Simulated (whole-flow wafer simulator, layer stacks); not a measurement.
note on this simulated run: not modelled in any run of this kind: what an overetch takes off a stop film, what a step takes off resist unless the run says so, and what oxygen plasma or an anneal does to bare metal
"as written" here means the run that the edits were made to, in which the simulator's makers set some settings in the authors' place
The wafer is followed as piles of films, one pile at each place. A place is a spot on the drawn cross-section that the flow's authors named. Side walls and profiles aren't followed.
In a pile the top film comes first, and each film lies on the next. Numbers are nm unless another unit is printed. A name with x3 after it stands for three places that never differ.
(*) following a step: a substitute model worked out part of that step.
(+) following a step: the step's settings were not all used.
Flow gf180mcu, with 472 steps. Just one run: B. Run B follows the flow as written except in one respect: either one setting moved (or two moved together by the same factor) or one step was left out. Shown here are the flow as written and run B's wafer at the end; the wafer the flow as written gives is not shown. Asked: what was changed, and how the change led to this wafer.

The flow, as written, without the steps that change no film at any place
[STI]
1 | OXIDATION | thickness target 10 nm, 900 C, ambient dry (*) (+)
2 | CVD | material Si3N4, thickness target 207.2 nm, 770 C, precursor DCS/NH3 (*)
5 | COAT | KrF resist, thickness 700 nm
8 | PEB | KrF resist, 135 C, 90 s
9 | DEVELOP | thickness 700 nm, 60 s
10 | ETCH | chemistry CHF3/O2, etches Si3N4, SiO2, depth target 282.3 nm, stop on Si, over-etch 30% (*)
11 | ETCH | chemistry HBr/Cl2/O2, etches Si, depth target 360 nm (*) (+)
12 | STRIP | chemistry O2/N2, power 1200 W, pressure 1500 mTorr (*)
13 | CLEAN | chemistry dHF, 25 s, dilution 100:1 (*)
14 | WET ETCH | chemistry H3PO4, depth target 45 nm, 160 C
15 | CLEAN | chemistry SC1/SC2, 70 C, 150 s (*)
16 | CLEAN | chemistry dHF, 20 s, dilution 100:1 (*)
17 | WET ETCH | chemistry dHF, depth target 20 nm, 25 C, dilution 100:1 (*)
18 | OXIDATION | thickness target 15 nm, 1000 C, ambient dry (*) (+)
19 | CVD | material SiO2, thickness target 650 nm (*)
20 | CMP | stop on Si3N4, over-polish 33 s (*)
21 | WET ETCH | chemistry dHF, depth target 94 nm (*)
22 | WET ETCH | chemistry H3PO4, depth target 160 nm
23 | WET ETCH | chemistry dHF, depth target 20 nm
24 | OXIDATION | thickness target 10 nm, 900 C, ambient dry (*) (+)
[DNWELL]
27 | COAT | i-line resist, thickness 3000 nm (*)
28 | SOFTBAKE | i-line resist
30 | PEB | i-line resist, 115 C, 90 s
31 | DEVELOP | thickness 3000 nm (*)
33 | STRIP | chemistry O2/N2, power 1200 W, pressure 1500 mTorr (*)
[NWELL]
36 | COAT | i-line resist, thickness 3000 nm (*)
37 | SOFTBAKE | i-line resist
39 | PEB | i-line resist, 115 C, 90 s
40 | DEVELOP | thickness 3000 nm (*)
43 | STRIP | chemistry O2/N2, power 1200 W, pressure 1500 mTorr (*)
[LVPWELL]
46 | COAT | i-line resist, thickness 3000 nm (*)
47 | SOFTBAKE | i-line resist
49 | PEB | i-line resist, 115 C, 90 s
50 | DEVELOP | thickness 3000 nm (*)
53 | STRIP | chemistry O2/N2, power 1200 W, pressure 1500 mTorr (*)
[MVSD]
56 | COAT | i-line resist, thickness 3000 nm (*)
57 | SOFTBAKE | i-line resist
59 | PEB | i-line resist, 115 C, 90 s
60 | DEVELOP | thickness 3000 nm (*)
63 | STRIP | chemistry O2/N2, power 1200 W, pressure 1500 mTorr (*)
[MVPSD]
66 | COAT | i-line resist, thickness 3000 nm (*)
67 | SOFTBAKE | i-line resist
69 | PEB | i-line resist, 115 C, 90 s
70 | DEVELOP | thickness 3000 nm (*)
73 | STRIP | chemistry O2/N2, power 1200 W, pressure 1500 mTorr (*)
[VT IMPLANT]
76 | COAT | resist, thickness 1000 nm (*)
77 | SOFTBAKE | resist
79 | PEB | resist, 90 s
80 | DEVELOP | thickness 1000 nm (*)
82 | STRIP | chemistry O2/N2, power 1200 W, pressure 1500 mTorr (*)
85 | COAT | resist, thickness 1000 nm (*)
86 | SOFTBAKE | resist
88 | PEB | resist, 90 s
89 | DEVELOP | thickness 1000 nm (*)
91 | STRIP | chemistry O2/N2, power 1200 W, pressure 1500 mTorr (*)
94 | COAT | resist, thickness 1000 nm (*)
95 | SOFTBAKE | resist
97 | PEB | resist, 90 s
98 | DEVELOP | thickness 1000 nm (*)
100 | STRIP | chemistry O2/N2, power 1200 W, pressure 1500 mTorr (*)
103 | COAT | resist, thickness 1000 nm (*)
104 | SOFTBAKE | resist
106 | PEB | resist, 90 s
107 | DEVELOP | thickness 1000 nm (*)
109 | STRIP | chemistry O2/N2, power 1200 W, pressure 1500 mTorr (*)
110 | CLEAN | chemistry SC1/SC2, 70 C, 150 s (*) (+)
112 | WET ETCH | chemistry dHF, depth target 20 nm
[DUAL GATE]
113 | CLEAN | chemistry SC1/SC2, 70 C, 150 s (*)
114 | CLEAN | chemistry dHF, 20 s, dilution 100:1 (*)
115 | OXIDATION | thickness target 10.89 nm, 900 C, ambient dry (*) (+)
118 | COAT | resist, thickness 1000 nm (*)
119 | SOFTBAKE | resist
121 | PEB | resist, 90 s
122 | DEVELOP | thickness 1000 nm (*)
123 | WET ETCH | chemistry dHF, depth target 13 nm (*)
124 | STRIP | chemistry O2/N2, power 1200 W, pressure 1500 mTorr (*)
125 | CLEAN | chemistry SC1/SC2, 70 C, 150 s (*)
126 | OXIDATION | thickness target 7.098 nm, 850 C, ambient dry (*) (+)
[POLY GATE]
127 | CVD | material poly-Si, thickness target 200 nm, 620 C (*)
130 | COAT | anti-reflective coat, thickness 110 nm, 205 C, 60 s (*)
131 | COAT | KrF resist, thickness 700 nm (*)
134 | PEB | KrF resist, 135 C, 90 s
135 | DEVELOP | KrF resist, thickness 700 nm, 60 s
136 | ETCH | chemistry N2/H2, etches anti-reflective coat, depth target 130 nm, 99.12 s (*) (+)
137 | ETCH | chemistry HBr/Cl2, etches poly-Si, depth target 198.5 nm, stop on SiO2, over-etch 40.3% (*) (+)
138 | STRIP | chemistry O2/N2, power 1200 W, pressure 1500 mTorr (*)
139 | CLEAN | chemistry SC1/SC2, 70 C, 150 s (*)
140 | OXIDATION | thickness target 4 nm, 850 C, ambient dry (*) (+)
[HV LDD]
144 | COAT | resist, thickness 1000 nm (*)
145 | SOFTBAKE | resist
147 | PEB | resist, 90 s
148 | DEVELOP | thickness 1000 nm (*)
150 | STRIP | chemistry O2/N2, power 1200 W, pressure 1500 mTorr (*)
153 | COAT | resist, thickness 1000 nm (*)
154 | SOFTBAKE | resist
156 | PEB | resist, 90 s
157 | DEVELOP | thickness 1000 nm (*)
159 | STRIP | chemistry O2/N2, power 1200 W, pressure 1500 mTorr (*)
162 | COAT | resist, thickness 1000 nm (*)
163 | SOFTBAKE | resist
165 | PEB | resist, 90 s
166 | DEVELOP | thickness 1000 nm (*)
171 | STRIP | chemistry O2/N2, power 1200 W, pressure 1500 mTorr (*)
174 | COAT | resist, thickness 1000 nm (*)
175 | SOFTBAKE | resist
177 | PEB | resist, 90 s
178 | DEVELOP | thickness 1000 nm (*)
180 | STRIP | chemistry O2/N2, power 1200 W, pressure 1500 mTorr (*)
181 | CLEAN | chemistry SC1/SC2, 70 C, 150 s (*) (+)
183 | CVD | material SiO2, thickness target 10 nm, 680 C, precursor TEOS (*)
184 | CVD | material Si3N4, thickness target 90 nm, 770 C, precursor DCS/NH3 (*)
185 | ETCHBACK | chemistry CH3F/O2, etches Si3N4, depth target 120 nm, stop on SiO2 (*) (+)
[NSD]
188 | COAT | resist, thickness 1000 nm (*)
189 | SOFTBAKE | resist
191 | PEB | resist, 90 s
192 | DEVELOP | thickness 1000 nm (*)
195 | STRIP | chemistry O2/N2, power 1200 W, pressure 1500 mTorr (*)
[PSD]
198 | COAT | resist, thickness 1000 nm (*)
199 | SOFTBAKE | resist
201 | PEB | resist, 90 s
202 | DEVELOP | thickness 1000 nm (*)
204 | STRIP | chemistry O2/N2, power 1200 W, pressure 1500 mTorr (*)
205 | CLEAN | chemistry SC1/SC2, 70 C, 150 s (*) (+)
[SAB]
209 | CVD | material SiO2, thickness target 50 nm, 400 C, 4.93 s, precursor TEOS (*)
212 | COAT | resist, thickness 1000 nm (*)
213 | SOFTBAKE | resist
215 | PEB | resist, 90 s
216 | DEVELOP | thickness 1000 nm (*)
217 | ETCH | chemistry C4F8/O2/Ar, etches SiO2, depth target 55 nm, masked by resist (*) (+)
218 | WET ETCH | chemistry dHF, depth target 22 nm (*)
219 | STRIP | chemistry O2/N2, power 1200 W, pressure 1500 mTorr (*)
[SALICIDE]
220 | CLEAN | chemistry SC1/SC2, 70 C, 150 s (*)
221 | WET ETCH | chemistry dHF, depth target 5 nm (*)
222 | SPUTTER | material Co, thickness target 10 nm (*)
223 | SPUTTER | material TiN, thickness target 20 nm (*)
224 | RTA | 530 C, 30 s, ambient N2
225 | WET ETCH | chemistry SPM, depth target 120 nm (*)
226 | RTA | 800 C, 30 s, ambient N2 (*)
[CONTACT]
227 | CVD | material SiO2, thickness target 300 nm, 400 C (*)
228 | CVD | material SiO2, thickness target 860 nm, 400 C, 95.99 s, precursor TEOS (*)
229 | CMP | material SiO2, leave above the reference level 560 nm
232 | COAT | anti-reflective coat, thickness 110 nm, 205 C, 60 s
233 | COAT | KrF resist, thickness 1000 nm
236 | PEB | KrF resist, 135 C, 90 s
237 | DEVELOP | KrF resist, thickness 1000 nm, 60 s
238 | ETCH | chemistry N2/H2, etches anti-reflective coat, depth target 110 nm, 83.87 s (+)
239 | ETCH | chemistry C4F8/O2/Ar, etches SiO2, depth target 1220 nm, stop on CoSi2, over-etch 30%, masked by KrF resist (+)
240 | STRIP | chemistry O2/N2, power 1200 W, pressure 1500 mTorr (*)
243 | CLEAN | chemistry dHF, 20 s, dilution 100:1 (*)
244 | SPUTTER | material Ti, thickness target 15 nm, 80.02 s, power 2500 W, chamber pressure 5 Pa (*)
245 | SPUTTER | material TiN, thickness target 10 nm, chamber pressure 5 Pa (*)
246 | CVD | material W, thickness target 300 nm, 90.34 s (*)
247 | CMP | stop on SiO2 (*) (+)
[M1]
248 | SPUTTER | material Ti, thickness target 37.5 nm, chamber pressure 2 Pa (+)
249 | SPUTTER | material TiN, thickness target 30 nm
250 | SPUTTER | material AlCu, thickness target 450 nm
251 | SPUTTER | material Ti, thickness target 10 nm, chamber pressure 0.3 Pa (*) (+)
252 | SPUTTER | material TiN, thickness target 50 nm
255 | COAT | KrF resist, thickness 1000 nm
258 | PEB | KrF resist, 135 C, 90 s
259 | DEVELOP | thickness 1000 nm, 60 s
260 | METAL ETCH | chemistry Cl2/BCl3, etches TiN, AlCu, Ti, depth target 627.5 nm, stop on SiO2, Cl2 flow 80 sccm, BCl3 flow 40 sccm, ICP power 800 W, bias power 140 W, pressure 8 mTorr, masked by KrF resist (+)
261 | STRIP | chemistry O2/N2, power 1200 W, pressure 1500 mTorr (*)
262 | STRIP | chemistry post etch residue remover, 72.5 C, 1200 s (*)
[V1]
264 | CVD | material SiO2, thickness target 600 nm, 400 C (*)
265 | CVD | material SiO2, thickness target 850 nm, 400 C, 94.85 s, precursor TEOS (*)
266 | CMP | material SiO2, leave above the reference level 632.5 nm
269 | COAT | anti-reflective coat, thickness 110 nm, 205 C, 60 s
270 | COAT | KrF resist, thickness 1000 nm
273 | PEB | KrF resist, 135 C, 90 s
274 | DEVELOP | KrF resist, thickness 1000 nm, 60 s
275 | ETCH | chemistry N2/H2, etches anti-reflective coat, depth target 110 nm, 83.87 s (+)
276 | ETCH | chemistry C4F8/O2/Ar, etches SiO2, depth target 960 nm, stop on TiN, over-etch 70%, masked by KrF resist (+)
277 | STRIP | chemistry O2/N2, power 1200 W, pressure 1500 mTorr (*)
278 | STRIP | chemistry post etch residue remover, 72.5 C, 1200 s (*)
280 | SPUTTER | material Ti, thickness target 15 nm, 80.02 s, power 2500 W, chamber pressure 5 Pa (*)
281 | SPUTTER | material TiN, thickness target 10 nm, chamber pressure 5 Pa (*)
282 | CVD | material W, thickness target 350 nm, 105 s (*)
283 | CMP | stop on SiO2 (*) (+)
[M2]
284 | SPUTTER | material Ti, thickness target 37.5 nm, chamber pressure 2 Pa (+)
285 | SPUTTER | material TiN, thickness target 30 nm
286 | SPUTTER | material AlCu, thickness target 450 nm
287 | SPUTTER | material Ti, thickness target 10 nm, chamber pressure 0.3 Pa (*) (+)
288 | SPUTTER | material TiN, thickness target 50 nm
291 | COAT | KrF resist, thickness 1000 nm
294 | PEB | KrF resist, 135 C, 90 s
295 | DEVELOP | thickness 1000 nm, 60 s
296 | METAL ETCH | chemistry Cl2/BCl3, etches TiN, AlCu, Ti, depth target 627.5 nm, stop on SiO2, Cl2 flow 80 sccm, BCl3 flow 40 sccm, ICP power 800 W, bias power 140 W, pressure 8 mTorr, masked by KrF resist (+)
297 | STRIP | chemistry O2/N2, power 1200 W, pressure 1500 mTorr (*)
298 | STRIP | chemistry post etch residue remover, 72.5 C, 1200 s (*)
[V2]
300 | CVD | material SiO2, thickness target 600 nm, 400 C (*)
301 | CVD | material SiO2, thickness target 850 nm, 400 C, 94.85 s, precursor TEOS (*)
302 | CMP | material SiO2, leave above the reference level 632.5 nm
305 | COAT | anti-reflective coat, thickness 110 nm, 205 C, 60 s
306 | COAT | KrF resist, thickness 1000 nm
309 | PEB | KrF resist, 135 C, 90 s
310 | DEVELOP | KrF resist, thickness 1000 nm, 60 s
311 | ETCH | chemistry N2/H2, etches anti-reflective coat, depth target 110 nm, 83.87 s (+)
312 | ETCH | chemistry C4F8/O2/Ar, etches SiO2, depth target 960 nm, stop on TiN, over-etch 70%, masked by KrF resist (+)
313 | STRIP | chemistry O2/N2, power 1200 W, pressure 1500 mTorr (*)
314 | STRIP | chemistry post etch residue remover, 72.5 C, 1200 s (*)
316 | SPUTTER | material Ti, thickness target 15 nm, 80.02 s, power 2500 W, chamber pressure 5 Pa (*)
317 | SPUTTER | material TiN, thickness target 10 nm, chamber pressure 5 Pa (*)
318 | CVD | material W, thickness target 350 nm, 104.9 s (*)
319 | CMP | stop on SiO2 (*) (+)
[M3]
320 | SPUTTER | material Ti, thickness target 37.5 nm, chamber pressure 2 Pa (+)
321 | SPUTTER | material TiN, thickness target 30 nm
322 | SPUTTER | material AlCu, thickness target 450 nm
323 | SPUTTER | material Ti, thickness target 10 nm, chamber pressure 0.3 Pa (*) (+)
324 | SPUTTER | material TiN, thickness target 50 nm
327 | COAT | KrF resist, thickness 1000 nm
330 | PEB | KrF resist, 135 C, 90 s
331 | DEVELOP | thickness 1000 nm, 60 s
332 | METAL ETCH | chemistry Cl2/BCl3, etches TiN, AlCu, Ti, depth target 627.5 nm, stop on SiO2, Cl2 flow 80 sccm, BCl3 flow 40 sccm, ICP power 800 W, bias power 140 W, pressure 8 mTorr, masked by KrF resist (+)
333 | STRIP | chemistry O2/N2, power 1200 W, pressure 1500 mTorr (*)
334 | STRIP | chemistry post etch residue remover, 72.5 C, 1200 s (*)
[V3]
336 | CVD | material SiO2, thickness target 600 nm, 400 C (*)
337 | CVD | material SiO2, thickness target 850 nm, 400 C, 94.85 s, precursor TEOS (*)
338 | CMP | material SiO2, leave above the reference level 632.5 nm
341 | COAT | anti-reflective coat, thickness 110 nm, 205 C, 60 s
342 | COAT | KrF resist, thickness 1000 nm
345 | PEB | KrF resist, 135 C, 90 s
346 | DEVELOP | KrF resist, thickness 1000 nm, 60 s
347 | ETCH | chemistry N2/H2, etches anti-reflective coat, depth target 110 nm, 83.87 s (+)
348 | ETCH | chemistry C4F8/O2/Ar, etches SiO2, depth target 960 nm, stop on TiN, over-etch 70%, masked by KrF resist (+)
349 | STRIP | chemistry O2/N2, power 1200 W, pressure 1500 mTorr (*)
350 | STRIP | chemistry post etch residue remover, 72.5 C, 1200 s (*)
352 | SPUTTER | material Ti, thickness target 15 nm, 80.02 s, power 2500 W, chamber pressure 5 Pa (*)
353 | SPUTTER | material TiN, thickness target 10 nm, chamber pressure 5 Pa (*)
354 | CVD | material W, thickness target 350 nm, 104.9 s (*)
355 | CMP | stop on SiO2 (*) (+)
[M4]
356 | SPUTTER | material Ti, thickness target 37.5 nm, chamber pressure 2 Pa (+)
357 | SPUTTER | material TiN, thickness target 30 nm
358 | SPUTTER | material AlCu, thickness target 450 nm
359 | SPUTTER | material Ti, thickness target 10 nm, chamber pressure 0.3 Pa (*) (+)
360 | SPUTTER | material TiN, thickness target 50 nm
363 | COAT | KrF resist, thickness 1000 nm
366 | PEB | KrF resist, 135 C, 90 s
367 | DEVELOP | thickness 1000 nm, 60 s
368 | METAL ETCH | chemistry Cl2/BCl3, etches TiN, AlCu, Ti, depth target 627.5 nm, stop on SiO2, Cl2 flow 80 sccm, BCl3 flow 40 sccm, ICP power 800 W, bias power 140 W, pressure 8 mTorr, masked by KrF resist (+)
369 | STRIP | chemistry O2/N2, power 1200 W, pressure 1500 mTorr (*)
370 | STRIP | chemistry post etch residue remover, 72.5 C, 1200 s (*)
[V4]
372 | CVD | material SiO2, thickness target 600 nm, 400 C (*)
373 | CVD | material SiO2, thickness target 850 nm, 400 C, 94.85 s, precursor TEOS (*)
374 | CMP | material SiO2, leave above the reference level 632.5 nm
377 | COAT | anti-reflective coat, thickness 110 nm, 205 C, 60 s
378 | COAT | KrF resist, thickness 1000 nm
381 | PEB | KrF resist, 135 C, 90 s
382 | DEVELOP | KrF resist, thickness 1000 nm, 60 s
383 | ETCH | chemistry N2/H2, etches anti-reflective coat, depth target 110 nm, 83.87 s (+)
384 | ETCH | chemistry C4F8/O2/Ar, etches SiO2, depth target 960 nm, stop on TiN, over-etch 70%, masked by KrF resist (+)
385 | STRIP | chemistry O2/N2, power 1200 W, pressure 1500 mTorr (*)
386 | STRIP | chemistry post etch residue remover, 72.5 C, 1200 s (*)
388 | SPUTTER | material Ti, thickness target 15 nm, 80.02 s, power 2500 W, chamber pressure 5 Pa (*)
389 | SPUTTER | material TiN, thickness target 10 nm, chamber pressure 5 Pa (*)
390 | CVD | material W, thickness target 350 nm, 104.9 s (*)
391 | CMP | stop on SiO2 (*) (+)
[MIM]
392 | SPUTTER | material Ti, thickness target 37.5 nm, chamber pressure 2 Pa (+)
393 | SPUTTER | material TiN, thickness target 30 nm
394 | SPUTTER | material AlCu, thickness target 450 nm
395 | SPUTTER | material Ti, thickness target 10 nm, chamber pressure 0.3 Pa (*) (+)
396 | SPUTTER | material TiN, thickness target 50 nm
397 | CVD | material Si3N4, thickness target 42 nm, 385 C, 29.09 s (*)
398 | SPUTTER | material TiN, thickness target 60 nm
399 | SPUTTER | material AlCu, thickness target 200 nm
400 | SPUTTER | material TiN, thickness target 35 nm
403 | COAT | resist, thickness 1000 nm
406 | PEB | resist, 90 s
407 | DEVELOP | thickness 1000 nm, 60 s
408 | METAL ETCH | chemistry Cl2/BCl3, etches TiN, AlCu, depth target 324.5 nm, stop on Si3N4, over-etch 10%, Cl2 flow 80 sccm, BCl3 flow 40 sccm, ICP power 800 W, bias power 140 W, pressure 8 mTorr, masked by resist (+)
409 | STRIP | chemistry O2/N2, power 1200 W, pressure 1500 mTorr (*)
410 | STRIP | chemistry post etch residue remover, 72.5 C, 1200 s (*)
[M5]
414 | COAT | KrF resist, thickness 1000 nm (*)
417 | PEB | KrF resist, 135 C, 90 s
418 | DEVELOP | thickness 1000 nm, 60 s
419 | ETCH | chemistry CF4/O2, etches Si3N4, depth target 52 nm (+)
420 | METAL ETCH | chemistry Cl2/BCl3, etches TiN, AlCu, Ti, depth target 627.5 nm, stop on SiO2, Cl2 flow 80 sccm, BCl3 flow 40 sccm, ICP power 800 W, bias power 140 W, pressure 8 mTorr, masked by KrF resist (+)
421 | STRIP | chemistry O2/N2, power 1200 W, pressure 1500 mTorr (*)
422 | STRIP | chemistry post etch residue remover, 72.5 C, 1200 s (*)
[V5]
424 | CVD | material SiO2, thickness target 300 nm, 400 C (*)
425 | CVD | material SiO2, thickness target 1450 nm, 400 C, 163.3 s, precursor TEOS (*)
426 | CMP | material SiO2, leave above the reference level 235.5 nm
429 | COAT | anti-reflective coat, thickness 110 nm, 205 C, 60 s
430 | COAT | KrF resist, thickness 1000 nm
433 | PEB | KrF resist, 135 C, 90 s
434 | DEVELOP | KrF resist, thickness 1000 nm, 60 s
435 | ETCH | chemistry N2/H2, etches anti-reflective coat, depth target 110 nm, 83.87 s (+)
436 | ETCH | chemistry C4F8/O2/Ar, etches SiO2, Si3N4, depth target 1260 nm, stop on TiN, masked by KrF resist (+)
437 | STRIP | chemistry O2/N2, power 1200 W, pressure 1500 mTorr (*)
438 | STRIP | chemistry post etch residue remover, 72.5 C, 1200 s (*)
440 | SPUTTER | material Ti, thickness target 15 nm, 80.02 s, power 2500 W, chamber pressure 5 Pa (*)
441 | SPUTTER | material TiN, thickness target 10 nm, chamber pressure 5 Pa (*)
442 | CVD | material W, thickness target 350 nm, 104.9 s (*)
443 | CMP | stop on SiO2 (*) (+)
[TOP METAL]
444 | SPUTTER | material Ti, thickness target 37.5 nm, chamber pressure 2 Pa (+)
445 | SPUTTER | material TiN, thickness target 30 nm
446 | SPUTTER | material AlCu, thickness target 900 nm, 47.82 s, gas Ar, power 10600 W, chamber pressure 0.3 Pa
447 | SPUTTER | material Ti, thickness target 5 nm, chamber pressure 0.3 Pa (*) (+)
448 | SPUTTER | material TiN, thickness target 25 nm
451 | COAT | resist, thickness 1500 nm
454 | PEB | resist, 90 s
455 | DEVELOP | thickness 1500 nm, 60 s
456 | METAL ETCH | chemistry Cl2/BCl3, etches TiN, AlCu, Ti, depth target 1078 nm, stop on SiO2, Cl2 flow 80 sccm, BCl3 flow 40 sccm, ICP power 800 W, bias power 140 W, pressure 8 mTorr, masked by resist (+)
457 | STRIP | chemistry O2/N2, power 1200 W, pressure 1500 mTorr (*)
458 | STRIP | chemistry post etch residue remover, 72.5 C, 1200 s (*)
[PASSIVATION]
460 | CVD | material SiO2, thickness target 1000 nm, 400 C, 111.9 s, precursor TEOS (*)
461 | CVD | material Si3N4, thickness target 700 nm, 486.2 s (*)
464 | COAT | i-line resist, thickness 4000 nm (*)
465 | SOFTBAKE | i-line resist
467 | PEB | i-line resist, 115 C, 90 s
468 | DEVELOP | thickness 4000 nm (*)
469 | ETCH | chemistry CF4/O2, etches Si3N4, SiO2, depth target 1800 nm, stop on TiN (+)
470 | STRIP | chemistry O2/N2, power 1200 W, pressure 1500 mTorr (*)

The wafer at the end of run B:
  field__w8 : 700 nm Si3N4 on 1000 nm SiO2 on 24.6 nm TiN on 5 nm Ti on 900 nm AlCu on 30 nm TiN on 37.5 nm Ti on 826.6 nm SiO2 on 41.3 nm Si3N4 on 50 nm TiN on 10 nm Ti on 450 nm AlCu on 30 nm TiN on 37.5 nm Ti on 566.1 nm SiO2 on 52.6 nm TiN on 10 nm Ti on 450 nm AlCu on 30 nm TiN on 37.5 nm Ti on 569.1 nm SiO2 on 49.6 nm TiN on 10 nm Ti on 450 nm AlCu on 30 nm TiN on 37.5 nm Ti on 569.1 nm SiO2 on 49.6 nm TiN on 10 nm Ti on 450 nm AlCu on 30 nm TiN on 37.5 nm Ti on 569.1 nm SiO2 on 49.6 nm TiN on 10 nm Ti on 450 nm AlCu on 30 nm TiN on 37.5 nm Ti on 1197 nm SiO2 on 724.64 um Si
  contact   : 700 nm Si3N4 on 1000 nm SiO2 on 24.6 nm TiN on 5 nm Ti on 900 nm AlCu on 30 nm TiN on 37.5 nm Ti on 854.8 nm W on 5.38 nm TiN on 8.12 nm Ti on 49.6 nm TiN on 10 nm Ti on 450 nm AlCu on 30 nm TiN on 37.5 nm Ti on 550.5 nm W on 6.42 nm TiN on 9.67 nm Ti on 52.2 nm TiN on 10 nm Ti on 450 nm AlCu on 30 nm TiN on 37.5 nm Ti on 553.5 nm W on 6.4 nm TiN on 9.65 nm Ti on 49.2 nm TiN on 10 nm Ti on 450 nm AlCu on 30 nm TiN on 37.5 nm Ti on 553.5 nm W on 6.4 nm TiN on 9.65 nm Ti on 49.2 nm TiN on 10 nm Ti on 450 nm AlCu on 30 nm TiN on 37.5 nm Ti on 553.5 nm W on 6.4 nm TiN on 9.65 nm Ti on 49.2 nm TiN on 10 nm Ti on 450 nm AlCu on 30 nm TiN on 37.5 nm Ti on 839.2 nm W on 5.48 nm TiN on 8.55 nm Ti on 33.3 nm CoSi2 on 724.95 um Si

Cause: step 360, SPUTTER: thickness target 53 nm was run, though the flow has thickness target 50 nm.

The path from the change to this, step by step:
  360 | SPUTTER | material TiN, thickness target 50 nm
      field, field__w1, field__w2 and 108 more: TiN gains 53 (new film) (as written it would have been: TiN gains 50 (new film))
  368 | METAL ETCH | chemistry Cl2/BCl3, etches TiN, AlCu, Ti, depth target 627.5 nm, stop on SiO2, Cl2 flow 80 sccm, BCl3 flow 40 sccm, ICP power 800 W, bias power 140 W, pressure 8 mTorr, masked by KrF resist (+)
      field, field__w1, field__w2 and 103 more: TiN loses 53 (all of it), Ti loses 10 (all of it), AlCu loses 450 (all of it), TiN loses 30 (all of it), Ti loses 37.5 (all of it) (as written it would have been: TiN loses 50 (all of it), Ti loses 10 (all of it), AlCu loses 450 (all of it), TiN loses 30 (all of it), Ti loses 37.5 (all of it))
